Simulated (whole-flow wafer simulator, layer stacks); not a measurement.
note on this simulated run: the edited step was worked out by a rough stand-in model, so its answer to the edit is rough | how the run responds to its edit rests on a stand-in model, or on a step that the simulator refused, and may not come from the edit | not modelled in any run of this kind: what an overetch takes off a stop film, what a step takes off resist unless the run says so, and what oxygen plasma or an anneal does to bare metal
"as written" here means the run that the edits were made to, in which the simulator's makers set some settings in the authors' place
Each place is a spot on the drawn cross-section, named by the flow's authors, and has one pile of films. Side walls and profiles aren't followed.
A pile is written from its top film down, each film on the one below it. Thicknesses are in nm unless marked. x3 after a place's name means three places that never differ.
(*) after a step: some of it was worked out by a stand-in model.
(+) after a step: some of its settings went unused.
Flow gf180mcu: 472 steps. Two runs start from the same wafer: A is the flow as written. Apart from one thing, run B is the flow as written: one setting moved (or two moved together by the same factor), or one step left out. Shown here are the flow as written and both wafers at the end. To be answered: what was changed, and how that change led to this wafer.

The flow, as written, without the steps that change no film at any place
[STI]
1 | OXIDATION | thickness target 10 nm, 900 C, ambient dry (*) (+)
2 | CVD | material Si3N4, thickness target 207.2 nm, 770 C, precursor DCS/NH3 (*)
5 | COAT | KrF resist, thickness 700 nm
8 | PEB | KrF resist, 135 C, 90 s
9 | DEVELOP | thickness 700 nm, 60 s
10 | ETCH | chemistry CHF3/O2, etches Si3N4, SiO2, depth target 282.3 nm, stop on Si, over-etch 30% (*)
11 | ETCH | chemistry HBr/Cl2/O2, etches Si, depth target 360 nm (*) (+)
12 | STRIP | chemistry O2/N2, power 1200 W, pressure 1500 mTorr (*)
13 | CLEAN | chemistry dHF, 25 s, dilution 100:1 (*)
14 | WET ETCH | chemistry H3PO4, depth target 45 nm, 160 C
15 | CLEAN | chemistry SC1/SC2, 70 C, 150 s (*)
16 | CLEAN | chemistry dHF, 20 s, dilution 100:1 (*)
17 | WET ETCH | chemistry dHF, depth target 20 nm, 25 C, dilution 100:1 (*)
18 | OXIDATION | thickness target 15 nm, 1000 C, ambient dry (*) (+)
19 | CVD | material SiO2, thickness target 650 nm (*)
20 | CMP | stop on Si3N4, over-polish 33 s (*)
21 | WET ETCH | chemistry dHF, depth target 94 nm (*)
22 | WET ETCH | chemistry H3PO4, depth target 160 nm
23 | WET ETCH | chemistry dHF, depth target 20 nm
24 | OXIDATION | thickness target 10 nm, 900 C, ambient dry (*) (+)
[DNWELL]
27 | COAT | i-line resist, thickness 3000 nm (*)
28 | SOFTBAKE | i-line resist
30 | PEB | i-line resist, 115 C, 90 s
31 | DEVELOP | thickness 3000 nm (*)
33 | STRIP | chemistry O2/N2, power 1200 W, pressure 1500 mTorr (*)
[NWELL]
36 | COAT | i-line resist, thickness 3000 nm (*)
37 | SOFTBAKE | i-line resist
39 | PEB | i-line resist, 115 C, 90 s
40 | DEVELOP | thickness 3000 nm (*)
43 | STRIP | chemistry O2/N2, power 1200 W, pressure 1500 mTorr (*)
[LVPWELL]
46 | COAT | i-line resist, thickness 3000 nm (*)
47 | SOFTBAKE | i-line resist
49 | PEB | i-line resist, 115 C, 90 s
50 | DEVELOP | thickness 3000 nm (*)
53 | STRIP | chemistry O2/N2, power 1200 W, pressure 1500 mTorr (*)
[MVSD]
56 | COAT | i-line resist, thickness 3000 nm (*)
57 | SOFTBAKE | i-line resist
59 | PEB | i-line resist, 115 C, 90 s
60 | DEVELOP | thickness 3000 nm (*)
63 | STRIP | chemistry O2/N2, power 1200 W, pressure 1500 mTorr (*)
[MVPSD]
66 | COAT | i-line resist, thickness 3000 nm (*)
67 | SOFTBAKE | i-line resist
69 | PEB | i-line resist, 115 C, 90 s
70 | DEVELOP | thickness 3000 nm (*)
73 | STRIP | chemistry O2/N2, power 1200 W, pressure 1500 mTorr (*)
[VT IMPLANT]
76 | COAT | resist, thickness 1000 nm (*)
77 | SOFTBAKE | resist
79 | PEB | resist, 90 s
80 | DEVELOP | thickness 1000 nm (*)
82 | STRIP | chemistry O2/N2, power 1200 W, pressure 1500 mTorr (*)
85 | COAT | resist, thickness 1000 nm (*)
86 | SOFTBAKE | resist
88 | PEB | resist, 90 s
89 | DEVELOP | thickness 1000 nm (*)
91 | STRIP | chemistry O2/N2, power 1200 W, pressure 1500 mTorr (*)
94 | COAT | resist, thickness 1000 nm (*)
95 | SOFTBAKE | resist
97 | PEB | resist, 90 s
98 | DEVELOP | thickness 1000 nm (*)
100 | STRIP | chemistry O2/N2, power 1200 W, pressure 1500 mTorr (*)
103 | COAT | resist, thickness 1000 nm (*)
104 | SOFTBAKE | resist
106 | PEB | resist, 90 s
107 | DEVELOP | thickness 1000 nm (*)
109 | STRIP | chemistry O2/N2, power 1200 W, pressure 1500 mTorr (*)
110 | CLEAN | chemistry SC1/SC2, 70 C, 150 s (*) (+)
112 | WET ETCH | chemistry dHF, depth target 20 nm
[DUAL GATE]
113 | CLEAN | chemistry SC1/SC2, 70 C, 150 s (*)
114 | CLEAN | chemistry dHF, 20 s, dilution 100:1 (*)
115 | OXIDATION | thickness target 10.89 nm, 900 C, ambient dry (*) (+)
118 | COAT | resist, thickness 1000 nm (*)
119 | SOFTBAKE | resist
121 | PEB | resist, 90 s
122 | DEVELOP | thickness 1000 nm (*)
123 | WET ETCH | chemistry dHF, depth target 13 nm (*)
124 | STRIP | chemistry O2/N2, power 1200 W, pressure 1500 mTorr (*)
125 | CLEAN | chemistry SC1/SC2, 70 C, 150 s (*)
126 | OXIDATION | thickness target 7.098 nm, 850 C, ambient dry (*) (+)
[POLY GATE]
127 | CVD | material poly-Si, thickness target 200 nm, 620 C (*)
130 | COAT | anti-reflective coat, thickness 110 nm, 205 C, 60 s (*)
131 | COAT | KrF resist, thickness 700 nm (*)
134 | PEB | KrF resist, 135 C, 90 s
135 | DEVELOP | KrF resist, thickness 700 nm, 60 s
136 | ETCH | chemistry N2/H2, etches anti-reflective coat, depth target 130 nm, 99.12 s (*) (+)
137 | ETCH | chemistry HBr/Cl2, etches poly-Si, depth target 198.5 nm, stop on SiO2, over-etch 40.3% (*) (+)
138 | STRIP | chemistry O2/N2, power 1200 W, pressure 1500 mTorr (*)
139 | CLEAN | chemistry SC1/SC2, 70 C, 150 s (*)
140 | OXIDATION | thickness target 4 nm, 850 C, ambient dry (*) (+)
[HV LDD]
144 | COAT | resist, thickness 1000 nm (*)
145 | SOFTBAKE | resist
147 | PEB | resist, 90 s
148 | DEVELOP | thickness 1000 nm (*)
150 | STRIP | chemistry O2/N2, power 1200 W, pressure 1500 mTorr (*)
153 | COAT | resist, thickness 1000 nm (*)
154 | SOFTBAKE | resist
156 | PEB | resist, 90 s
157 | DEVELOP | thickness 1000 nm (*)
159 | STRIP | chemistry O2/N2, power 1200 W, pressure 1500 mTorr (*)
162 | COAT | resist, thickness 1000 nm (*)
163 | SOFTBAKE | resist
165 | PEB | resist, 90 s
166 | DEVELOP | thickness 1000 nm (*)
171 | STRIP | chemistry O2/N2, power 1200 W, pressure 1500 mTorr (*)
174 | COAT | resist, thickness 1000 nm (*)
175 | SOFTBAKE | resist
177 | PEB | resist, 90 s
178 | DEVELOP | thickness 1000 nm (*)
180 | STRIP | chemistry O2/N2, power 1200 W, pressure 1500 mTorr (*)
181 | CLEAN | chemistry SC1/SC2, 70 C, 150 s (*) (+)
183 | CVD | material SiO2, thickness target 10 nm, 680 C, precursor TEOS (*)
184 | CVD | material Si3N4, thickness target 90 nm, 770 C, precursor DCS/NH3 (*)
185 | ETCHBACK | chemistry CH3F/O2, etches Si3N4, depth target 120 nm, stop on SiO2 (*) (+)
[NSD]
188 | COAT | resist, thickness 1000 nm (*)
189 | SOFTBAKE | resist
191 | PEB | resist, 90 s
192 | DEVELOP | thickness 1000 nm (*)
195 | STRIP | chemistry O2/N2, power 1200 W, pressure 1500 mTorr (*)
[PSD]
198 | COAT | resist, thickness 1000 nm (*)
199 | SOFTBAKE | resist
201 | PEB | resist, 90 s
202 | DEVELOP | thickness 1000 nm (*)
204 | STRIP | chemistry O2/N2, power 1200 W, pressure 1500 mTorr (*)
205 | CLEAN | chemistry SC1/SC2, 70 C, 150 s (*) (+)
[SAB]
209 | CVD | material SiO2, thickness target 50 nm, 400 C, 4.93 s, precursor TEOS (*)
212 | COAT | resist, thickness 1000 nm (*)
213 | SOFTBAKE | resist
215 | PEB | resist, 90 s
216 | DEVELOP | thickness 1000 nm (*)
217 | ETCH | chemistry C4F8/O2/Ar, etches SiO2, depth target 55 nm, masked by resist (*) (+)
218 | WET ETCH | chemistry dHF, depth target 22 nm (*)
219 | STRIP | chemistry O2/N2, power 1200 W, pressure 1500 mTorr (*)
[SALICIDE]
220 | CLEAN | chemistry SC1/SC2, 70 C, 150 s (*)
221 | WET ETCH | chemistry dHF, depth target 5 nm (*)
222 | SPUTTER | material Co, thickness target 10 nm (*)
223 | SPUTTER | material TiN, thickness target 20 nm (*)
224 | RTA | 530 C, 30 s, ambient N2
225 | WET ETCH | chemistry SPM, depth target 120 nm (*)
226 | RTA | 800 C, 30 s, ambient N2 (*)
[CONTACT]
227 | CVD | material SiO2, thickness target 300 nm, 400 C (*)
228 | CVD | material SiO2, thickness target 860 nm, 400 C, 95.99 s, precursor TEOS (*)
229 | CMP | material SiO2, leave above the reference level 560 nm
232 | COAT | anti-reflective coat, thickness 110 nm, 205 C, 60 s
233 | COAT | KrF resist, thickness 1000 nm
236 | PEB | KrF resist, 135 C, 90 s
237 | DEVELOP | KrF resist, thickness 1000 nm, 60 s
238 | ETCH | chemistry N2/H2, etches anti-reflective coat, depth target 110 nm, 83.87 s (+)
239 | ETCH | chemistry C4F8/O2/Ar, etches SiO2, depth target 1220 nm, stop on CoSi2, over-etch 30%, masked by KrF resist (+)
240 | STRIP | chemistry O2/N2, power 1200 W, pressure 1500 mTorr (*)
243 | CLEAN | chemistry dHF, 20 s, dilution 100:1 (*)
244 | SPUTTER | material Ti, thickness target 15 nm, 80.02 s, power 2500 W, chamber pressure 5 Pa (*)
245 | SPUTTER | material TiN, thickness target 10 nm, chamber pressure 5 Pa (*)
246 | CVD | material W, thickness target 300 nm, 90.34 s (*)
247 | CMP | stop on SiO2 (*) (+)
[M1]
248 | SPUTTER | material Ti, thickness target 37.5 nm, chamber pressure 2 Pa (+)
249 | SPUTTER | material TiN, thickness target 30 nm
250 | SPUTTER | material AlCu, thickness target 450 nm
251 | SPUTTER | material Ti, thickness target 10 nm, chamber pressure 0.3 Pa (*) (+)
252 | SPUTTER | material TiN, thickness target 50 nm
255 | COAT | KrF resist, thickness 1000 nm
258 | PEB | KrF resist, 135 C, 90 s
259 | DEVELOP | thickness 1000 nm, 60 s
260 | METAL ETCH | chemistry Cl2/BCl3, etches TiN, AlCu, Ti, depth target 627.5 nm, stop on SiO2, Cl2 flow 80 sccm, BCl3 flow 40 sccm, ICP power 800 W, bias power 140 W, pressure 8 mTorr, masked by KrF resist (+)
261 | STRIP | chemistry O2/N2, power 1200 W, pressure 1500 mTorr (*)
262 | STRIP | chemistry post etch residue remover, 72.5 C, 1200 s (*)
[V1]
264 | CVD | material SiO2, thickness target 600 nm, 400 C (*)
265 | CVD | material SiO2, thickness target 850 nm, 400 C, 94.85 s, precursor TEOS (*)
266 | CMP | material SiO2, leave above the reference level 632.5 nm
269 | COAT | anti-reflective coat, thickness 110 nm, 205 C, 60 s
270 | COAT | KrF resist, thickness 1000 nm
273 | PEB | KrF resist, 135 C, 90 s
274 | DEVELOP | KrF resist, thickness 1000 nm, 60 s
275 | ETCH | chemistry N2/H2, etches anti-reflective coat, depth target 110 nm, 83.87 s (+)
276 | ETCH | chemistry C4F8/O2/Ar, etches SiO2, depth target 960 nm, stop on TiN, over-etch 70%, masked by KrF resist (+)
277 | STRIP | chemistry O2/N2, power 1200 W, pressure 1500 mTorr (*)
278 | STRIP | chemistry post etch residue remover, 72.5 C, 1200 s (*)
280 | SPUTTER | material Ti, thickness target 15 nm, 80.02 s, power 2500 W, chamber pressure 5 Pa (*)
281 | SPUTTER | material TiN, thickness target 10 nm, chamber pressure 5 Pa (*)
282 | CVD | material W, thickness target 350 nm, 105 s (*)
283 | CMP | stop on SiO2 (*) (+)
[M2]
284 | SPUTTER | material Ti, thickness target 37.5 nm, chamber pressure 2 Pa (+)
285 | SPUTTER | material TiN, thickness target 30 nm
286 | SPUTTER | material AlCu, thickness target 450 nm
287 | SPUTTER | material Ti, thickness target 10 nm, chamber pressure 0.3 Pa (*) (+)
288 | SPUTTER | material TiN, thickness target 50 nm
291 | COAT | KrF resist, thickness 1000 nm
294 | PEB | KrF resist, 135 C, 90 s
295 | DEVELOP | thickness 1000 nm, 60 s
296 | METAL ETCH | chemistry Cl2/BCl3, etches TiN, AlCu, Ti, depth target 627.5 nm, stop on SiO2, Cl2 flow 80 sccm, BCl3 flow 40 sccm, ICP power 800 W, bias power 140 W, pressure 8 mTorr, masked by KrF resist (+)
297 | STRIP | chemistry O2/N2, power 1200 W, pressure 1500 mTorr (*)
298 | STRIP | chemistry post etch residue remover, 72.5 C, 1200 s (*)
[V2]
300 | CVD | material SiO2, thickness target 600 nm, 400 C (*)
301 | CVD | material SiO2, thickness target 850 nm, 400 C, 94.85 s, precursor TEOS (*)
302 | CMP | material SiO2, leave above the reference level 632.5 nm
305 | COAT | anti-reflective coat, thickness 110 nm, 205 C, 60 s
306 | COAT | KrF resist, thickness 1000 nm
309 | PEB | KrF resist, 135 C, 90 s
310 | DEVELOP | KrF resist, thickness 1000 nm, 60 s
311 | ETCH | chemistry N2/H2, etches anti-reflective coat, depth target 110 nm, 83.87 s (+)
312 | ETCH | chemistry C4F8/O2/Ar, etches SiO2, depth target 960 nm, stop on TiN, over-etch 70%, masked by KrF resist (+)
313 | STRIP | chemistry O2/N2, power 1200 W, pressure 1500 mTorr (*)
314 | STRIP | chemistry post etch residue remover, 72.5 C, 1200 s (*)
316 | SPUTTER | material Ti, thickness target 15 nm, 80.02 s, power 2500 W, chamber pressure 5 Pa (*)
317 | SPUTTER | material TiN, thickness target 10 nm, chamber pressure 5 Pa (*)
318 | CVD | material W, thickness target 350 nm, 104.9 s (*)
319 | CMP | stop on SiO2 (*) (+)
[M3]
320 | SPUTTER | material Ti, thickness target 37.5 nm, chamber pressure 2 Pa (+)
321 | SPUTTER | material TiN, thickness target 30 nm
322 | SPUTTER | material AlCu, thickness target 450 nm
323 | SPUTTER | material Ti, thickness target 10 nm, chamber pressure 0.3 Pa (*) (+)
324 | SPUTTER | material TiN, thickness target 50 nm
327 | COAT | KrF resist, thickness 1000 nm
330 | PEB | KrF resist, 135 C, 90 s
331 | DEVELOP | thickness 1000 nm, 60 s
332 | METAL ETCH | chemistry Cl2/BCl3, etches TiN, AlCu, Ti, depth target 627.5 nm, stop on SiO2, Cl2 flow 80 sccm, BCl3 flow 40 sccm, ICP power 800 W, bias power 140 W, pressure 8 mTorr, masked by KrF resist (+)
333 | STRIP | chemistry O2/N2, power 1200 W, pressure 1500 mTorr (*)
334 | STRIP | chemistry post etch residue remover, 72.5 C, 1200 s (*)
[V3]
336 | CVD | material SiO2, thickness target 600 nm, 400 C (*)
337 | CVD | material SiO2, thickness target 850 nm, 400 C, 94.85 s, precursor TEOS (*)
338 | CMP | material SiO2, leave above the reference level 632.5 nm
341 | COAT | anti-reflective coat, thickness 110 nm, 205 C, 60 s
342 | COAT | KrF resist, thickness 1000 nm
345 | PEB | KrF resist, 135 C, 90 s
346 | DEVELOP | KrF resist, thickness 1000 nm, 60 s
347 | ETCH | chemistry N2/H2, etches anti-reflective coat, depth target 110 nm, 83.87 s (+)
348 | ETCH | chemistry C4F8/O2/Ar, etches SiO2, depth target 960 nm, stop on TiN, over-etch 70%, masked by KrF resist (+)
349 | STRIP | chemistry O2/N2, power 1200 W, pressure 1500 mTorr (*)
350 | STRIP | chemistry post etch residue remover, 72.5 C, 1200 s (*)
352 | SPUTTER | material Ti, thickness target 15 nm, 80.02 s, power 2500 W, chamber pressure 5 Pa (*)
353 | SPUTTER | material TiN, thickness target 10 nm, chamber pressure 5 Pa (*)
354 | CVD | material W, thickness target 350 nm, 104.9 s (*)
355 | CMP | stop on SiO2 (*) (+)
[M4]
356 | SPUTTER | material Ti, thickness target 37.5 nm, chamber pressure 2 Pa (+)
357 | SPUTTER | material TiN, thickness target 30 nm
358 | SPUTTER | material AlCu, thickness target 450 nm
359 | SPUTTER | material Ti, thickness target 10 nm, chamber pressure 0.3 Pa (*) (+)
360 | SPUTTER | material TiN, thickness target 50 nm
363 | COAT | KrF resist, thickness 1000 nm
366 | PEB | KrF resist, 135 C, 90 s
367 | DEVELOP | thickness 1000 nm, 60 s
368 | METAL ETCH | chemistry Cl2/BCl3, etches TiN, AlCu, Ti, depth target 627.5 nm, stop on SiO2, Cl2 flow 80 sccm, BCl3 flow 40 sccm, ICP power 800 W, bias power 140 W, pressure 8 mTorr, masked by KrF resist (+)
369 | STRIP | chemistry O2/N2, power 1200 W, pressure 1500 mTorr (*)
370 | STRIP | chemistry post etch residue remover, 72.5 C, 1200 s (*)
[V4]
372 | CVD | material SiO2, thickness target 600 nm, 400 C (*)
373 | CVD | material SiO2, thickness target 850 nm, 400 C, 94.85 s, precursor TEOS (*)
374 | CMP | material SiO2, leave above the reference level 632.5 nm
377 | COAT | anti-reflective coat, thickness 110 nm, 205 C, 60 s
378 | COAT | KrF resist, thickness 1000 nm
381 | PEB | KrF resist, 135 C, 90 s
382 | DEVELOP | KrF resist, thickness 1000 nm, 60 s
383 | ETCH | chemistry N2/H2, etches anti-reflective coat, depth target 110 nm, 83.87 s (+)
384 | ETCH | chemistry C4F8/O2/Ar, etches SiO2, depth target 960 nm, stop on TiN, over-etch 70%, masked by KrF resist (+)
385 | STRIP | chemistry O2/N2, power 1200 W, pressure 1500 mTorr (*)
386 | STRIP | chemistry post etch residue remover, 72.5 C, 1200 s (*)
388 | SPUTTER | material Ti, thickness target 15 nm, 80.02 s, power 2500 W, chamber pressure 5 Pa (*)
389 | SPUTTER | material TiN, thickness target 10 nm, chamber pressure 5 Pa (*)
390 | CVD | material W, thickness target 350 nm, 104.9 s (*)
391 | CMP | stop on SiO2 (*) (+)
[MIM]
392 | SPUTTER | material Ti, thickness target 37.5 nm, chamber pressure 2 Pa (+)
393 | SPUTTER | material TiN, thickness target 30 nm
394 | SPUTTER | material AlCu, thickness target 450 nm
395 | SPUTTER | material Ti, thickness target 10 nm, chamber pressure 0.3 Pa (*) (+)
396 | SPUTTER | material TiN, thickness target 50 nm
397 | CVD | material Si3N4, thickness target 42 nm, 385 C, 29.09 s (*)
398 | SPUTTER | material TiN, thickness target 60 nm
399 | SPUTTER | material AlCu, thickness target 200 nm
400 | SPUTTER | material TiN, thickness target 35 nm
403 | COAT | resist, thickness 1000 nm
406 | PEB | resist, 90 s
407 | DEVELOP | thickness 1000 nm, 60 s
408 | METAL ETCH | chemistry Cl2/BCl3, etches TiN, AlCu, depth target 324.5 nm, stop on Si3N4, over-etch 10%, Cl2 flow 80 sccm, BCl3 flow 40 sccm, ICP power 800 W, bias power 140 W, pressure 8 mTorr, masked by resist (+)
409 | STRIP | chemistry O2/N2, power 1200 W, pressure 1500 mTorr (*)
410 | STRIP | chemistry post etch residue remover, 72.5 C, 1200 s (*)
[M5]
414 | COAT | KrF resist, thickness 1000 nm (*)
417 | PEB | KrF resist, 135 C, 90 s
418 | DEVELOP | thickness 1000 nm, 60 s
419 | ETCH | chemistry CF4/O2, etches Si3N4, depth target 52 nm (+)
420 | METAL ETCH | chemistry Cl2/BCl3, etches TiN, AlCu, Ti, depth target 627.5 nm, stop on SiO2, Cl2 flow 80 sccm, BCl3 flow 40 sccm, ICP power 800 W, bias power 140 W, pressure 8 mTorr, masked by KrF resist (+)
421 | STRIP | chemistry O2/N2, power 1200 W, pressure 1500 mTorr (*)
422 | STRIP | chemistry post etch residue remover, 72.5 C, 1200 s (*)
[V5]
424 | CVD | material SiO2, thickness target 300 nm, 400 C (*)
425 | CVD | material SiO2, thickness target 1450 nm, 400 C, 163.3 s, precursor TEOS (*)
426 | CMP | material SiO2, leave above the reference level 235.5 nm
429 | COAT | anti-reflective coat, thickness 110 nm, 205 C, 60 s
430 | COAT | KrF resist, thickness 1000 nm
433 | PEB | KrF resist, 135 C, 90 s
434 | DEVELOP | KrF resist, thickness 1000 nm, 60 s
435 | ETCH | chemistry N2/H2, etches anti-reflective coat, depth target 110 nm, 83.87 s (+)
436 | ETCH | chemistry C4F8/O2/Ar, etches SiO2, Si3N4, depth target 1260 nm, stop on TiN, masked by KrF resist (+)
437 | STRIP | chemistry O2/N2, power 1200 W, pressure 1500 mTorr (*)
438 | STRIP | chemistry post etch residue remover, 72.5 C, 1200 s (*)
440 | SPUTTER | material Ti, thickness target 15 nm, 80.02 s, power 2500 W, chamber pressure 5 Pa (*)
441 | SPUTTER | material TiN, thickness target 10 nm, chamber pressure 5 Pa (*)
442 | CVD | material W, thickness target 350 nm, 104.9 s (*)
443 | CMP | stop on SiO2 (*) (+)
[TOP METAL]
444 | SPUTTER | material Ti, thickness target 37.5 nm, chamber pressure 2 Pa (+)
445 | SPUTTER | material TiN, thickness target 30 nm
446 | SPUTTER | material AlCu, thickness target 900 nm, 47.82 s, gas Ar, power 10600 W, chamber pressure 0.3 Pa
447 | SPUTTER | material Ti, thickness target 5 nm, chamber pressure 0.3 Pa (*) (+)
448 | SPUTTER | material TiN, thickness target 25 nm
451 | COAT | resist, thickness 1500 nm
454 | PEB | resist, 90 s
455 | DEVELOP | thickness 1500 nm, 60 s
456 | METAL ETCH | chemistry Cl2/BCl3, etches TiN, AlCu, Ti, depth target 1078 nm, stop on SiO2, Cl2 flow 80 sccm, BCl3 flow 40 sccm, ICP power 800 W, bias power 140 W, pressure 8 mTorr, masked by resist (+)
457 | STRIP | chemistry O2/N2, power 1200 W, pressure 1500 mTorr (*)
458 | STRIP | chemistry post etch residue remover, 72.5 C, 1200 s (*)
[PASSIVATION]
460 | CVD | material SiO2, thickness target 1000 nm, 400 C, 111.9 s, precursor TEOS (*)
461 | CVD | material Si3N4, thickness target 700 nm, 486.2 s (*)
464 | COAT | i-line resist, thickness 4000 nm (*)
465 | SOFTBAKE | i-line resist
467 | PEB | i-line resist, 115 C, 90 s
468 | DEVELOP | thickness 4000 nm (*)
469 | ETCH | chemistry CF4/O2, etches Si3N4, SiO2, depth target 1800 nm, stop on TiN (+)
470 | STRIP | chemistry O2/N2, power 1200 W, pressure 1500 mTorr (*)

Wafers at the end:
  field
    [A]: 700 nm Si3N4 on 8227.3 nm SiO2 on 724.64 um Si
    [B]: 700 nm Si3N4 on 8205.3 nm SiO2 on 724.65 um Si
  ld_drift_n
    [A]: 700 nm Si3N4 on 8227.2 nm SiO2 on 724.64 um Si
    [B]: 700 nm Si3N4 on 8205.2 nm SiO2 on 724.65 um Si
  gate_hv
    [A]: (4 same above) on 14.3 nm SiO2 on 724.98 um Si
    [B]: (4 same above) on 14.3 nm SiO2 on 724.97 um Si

The reason: step 1, OXIDATION: 1020 C was run, whereas the flow has 900 C.

Step by step, how the change led to this:
  1 | OXIDATION | thickness target 10 nm, 900 C, ambient dry (*) (+)
      field, field_sub, active and 77 more: A SiO2 gains 10 (new film), Si loses 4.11 | B SiO2 gains 33.6 (new film), Si loses 14.5
  10 | ETCH | chemistry CHF3/O2, etches Si3N4, SiO2, depth target 282.3 nm, stop on Si, over-etch 30% (*)
      field, field_sub, sti and 34 more: A Si3N4 loses 207.2 (all of it), SiO2 loses 10 (all of it), Si loses 13 | B Si3N4 loses 207.2 (all of it), SiO2 loses 33.6 (all of it), Si loses 8.3
  11 | ETCH | chemistry HBr/Cl2/O2, etches Si, depth target 360 nm (*) (+)
      active, n_well, p_well and 40 more: A KrF resist loses 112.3 | B KrF resist loses 106
      field, field_sub, sti and 34 more: A Si loses 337 | B Si loses 318.1
  23 | WET ETCH | chemistry dHF, depth target 20 nm
      active, n_well, p_well and 40 more: A SiO2 loses 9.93 (all of it) | B SiO2 loses 20
  24 | OXIDATION | thickness target 10 nm, 900 C, ambient dry (*) (+)
      active, n_well, p_well and 40 more: A SiO2 gains 10 (new film), Si loses 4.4 | B SiO2 gains 6.29, Si loses 2.77
  28 | SOFTBAKE | i-line resist
      n_well, nw_enc_fld_lv: A i-line resist gains 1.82 | B i-line resist gains 2.45
      ldp_dft, ldp_drn: A i-line resist gains 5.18 | B i-line resist gains 6.73
      (also at 43 further places)
  37 | SOFTBAKE | i-line resist
      n_well, nw_enc_fld_lv: A i-line resist gains 1.82 | B i-line resist gains 2.45
      ldp_dft, ldp_drn: A i-line resist gains 5.18 | B i-line resist gains 6.73
      (also at 43 further places)
  47 | SOFTBAKE | i-line resist
      n_well, nw_enc_fld_lv: A i-line resist gains 1.82 | B i-line resist gains 2.45
      ldp_dft, ldp_drn: A i-line resist gains 5.18 | B i-line resist gains 6.73
      (also at 43 further places)
  57 | SOFTBAKE | i-line resist
      n_well, nw_enc_fld_lv: A i-line resist gains 1.82 | B i-line resist gains 2.45
      ldp_dft, ldp_drn: A i-line resist gains 5.18 | B i-line resist gains 6.73
      (also at 43 further places)
  67 | SOFTBAKE | i-line resist
      n_well, nw_enc_fld_lv: A i-line resist gains 1.82 | B i-line resist gains 2.45
      ldp_dft, ldp_drn: A i-line resist gains 5.18 | B i-line resist gains 6.73
      (also at 43 further places)
  112 | WET ETCH | chemistry dHF, depth target 20 nm
      active, n_well, p_well and 40 more: A SiO2 loses 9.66 (all of it) | B SiO2 loses 19.5 (all of it)
  118 | COAT | resist, thickness 1000 nm (*)
      p_well, spacer, sd_n: A resist gains 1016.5 (new film) | B resist gains 1038 (new film)
  121 | PEB | resist, 90 s
      p_well, spacer, sd_n: A resist loses 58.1 | B resist loses 59.3
  122 | DEVELOP | thickness 1000 nm (*)
      p_well, spacer, sd_n: A resist loses 958.4 (all of it) | B resist loses 978.6 (all of it)
  127 | CVD | material poly-Si, thickness target 200 nm, 620 C (*)
      ldn_drn, ldp_drn: A poly-Si gains 200 (new film) | B poly-Si gains 209.6 (new film)
  130 | COAT | anti-reflective coat, thickness 110 nm, 205 C, 60 s (*)
      p_well, spacer, sd_n: A anti-reflective coat gains 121 (new film) | B anti-reflective coat gains 142.3 (new film)
      field: A anti-reflective coat gains 112.6 (new film) | B anti-reflective coat gains 105.1 (new film)
      (also at 73 further places)
  ... 35 other steps ...
  246 | CVD | material W, thickness target 300 nm, 90.34 s (*)
      polyc_n, polyc_p: A W gains 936 (new film) | B W gains 914 (new film)
